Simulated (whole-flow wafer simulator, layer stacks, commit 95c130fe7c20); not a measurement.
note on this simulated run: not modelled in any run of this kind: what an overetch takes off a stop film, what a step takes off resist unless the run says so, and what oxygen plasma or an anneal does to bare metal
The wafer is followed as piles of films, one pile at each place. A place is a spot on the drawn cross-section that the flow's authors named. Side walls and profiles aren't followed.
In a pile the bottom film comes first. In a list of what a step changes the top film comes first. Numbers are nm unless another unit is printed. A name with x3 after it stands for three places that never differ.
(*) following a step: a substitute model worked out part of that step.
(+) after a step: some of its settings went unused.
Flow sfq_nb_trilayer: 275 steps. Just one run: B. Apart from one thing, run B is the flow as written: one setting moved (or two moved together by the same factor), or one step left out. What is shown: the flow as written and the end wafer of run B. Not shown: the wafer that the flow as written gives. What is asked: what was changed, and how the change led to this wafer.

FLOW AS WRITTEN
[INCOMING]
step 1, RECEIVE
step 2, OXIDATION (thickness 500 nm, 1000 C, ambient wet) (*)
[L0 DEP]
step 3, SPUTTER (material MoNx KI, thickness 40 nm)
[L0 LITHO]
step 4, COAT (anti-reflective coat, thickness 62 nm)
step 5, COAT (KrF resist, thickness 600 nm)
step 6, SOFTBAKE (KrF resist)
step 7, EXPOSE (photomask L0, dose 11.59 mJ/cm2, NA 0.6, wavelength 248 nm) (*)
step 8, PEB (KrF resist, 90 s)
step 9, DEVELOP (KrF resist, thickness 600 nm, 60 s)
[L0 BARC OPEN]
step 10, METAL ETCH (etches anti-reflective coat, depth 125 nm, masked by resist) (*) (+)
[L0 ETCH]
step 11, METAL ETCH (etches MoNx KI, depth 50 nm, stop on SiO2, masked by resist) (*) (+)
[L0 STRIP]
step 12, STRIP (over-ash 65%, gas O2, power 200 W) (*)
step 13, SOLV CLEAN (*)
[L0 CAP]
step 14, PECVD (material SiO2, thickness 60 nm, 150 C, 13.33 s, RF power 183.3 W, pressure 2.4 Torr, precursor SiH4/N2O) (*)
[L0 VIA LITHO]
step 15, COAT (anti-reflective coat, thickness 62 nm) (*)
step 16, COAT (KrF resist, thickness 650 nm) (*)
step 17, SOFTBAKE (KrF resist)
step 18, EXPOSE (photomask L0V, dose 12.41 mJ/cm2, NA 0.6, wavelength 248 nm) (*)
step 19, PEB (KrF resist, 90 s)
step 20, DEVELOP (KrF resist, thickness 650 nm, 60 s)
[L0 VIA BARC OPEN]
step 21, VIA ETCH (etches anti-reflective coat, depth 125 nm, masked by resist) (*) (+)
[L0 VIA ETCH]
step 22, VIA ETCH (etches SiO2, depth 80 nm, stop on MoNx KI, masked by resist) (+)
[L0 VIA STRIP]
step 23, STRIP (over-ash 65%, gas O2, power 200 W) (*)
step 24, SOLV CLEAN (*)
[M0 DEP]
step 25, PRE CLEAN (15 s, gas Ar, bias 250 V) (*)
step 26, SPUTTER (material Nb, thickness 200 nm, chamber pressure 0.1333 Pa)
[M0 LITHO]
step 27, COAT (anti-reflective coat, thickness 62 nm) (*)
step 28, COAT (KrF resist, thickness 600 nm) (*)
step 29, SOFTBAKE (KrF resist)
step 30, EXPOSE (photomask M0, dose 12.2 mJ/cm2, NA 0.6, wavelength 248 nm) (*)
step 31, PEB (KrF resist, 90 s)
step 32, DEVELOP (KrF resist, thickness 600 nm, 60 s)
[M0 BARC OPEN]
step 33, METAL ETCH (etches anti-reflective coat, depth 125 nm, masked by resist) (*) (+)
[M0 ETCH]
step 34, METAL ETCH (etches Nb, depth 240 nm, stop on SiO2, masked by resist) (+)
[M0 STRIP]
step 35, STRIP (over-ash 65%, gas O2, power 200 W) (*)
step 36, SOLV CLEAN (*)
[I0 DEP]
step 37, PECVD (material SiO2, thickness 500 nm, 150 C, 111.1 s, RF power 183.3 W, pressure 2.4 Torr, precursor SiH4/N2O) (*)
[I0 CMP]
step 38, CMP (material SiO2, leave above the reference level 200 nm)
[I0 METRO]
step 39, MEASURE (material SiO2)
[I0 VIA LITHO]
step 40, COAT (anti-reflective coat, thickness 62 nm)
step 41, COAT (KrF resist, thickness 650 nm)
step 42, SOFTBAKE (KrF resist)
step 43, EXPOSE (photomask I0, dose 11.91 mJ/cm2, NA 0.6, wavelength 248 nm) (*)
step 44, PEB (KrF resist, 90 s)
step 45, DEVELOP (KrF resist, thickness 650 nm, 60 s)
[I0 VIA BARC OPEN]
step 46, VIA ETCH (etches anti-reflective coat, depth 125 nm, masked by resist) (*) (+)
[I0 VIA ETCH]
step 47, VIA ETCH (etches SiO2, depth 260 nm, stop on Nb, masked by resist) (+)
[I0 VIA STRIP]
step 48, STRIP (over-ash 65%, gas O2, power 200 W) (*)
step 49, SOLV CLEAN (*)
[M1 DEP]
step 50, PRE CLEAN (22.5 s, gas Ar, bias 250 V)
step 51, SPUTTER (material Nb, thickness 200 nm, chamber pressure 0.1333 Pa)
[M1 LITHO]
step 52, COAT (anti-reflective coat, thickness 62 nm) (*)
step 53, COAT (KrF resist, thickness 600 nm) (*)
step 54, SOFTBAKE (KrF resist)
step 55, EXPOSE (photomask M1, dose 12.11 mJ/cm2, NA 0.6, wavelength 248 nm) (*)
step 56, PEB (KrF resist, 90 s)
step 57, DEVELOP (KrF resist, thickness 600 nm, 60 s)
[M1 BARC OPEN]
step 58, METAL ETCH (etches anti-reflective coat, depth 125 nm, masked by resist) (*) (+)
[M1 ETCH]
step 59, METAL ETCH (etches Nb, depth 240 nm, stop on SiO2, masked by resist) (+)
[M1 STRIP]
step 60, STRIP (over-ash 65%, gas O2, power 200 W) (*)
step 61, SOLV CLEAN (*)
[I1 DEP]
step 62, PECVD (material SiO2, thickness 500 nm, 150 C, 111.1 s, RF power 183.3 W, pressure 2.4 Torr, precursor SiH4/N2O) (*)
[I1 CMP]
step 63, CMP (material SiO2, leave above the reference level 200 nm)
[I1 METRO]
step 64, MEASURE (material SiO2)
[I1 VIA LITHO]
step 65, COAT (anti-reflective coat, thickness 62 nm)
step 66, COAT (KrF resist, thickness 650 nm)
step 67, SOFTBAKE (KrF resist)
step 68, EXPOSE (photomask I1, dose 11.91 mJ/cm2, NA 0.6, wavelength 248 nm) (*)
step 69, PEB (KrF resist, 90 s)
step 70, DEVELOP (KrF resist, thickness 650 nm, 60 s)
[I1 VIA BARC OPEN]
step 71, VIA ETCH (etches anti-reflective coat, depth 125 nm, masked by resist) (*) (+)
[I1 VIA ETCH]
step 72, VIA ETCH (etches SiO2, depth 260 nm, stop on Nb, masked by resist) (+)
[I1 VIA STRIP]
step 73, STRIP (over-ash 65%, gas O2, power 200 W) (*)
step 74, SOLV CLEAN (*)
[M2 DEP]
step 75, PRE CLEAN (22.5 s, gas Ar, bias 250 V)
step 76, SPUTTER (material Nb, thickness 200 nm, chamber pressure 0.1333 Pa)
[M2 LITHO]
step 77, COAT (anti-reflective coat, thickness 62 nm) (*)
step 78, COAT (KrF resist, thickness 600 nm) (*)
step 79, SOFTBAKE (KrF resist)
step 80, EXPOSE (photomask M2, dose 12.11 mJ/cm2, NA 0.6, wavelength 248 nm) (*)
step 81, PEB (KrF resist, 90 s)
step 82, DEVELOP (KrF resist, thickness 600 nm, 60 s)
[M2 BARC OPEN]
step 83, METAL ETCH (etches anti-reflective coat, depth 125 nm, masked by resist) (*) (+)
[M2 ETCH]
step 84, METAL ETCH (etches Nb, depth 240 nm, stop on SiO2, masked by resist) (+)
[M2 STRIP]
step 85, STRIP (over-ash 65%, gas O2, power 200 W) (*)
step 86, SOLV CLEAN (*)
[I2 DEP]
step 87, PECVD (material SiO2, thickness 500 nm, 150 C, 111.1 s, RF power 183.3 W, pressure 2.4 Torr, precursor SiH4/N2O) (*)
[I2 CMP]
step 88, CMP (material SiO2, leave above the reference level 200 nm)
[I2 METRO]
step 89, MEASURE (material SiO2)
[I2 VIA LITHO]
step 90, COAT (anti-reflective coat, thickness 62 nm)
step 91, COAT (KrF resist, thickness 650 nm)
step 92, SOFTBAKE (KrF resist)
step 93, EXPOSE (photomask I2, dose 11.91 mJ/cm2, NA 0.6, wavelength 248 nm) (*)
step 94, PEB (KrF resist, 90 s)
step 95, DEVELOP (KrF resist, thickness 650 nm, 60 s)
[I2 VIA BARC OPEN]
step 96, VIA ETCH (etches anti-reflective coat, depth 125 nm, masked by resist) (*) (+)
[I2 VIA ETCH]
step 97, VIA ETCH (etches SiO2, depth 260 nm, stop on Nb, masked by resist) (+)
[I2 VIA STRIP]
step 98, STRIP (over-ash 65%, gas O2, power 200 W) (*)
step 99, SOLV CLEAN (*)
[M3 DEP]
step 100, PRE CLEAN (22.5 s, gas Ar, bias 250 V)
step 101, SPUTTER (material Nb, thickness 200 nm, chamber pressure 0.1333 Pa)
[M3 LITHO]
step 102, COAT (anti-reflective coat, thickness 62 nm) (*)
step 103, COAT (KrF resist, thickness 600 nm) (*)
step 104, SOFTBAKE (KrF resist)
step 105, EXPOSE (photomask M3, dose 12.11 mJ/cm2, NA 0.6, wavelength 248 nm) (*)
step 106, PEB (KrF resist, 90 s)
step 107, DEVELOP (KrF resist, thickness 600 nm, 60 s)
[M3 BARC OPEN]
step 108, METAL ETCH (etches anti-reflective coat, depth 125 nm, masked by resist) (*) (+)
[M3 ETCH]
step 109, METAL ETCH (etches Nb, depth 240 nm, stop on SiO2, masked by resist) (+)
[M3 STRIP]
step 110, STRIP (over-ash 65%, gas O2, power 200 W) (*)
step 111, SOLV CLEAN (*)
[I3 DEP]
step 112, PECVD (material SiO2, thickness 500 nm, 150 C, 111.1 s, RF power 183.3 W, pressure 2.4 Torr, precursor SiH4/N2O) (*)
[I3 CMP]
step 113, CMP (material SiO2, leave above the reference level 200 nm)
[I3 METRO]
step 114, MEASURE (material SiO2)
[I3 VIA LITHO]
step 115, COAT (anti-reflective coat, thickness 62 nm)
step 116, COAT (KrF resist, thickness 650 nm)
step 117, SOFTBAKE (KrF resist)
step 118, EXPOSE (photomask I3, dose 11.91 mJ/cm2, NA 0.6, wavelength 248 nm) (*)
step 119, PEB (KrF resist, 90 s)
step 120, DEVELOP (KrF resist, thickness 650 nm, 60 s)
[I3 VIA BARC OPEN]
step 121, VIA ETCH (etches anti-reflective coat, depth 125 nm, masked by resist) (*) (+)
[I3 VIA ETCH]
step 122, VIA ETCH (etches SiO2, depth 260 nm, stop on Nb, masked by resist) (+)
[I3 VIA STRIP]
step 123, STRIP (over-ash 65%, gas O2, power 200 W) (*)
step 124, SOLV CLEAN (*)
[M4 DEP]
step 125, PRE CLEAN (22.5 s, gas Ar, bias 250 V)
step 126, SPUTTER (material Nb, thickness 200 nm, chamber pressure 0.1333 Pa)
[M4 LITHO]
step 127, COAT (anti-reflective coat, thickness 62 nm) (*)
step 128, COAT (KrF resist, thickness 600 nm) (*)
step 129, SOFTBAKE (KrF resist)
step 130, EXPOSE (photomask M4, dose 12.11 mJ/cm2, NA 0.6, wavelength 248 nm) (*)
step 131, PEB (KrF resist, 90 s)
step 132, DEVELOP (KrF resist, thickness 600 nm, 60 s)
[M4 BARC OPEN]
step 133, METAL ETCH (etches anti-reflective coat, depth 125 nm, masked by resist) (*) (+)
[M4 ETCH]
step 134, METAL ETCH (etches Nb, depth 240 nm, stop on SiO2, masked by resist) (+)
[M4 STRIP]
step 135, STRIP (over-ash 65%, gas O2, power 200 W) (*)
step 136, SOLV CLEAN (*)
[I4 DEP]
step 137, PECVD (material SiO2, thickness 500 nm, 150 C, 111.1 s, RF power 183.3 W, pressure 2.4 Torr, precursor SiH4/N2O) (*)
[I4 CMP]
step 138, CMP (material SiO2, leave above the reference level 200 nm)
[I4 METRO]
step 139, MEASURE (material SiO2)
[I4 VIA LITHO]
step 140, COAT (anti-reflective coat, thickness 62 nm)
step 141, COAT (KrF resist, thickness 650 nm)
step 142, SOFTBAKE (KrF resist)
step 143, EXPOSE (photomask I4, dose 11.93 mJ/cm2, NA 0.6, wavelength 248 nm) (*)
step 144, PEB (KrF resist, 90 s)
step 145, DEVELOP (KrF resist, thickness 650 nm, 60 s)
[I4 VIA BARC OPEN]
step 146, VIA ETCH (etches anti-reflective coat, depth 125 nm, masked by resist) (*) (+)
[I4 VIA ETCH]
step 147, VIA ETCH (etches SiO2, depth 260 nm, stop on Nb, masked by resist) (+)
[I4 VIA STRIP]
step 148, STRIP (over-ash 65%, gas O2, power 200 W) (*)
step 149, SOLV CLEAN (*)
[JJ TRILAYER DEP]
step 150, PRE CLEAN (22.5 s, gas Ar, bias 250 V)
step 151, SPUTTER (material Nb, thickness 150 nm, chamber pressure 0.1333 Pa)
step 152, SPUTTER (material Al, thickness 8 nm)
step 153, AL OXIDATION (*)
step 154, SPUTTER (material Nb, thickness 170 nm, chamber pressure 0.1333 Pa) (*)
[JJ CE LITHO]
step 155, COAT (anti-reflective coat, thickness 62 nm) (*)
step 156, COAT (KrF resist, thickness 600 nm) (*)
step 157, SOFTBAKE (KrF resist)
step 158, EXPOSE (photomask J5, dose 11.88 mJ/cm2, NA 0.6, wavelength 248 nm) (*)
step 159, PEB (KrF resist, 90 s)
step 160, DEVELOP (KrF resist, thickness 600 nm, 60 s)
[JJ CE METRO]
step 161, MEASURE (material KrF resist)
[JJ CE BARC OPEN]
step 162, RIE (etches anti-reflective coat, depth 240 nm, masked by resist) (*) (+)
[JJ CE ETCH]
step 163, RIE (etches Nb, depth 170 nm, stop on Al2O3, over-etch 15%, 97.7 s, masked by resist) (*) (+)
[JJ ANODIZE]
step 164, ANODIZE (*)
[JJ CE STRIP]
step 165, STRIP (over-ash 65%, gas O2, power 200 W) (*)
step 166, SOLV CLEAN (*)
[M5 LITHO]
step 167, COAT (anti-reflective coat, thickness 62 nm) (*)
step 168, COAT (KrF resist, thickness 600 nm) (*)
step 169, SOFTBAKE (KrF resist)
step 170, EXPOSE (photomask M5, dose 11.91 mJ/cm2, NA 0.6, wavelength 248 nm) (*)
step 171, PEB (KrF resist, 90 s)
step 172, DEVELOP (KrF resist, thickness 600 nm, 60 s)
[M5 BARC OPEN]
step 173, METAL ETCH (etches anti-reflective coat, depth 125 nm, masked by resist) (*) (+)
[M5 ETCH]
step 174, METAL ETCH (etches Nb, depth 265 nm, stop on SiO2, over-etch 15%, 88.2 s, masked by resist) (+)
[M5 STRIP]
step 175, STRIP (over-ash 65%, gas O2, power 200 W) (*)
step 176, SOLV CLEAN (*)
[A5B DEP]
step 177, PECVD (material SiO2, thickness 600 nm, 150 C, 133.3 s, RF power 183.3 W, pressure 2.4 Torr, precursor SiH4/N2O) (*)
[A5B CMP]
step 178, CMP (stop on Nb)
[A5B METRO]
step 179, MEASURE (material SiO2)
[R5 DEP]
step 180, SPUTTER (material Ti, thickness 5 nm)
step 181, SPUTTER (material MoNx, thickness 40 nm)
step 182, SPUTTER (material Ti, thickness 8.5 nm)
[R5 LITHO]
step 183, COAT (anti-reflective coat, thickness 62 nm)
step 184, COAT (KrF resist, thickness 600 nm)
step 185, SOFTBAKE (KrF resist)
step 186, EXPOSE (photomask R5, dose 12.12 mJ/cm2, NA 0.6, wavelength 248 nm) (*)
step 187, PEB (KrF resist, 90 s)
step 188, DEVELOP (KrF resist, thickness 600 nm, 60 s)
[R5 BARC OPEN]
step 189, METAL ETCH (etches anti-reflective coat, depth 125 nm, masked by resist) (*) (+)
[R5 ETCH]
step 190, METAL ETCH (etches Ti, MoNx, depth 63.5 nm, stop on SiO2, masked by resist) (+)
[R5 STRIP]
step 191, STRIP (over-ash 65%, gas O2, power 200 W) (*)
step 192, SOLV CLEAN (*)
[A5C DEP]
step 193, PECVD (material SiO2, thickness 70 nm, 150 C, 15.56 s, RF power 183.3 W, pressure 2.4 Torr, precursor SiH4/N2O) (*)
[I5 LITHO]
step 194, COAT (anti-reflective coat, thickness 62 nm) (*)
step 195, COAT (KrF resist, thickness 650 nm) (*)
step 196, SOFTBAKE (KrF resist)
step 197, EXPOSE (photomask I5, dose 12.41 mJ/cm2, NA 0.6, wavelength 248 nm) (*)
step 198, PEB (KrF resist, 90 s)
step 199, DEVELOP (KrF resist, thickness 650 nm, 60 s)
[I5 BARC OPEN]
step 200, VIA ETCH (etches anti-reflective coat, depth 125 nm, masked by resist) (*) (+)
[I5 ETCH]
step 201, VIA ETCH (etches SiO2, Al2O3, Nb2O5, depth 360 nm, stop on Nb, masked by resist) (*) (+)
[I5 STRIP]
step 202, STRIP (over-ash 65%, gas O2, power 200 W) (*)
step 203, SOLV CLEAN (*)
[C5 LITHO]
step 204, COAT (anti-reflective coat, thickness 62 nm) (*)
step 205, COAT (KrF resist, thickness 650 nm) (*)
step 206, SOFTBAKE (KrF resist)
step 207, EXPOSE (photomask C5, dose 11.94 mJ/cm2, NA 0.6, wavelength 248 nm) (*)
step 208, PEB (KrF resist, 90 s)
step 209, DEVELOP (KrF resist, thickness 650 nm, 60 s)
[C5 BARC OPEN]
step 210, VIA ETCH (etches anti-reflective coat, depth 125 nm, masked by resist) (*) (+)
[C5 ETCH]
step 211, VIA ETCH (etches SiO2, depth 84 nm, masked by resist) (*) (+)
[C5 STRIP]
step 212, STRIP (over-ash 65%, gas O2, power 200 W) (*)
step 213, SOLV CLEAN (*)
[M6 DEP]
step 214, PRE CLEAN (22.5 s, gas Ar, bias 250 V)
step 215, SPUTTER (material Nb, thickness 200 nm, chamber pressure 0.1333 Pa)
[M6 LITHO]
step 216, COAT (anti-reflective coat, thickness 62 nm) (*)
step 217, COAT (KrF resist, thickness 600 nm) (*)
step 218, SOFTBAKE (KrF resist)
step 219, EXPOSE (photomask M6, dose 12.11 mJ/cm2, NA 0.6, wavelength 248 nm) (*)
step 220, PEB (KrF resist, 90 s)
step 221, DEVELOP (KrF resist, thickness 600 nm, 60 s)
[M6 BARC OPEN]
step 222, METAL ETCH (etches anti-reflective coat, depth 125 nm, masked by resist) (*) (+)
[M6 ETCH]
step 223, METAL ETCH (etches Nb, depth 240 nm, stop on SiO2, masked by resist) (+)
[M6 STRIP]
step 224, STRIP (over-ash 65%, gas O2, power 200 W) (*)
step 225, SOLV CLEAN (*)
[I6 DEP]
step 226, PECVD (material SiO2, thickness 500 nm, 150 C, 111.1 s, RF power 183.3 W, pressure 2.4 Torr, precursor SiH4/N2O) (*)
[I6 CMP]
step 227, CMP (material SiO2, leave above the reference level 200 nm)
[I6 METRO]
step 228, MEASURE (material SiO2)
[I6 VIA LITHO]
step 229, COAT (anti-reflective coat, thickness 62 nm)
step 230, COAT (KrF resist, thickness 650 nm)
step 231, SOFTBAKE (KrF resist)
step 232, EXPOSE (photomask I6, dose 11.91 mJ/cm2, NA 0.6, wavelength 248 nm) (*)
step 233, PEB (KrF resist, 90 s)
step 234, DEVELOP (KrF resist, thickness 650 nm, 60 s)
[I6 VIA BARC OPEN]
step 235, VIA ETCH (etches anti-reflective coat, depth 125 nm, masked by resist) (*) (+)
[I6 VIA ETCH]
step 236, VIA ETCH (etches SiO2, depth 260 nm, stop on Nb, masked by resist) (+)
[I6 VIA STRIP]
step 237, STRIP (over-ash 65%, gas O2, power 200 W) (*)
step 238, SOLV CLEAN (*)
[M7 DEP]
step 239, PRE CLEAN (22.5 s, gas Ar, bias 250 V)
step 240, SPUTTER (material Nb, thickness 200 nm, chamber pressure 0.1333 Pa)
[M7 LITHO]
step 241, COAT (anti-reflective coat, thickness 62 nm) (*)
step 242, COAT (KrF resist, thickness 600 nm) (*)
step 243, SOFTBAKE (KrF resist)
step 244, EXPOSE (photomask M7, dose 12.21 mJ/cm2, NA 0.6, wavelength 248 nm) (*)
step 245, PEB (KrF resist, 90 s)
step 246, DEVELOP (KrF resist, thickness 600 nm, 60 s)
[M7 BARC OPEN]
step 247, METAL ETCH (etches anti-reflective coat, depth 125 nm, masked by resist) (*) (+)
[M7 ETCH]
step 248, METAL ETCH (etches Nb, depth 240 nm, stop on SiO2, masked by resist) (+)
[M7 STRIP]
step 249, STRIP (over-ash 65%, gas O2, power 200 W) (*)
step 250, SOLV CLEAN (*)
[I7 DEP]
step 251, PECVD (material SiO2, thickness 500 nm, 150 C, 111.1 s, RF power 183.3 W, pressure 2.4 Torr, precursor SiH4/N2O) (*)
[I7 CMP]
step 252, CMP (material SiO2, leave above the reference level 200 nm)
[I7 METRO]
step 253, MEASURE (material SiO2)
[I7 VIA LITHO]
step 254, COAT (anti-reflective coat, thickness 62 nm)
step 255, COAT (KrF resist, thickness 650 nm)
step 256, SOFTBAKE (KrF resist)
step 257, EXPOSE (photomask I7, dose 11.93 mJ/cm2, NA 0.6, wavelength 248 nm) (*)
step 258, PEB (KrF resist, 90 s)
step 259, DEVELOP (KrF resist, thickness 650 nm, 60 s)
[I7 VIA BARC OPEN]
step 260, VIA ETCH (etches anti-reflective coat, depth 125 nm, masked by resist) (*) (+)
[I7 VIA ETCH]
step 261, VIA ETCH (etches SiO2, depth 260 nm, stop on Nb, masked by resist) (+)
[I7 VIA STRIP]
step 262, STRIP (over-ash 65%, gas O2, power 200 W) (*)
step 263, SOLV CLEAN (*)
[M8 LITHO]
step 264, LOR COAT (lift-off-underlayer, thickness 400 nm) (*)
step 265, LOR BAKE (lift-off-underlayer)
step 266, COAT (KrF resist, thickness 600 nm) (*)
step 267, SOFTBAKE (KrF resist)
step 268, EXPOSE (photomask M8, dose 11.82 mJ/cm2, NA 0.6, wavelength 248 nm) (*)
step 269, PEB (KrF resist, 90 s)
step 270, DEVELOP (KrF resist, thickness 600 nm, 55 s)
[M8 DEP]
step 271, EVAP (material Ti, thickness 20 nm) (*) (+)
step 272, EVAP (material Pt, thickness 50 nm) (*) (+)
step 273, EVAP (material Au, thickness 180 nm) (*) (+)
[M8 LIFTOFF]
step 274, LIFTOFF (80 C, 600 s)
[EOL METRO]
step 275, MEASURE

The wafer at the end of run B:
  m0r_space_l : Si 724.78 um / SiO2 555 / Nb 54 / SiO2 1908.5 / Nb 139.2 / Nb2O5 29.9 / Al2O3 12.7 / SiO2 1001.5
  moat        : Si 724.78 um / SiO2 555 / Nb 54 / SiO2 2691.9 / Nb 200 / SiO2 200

What caused this: step 34, METAL ETCH: depth 146 nm was run, while the flow as written has depth 240 nm.

Step by step, how the change led to this:
  step 34, METAL ETCH (etches Nb, depth 240 nm, stop on SiO2, masked by resist) (+)
      moat, m0r_space_l, m0r_space_r: Nb loses 146 (as written it would have been: Nb loses 200 (all of it))
      field_l, v_sur, via_wl and 100 more: KrF resist loses 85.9 (as written it would have been: KrF resist loses 141.2)
  step 35, STRIP (over-ash 65%, gas O2, power 200 W) (*)
      p4_fl, p4_fm, p4_w1 and 68 more: KrF resist loses 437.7 (all of it), anti-reflective coat loses 62 (all of it) (as written it would have been: KrF resist loses 382.4 (all of it), anti-reflective coat loses 62 (all of it))
      c5j, ce_r, sp_r, be_r, r_sur, res: KrF resist loses 444.3 (all of it), anti-reflective coat loses 63.6 (all of it) (as written it would have been: KrF resist loses 389 (all of it), anti-reflective coat loses 63.6 (all of it))
      (also at 26 further places)
  step 37, PECVD (material SiO2, thickness 500 nm, 150 C, 111.1 s, RF power 183.3 W, pressure 2.4 Torr, precursor SiH4/N2O) (*)
      moat, m0r_space_l, m0r_space_r: SiO2 gains 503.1 (new film) (as written it would have been: SiO2 gains 557.1)
With metal films that touch counted as one body, m0r_space_l has 2 bodies (between them, from the top down: SiO2 1908.5); the flow as written gives 1 body.
With metal films that touch counted as one body, moat has 2 bodies (between them, from the top down: SiO2 2691.9); the flow as written gives 1 body.
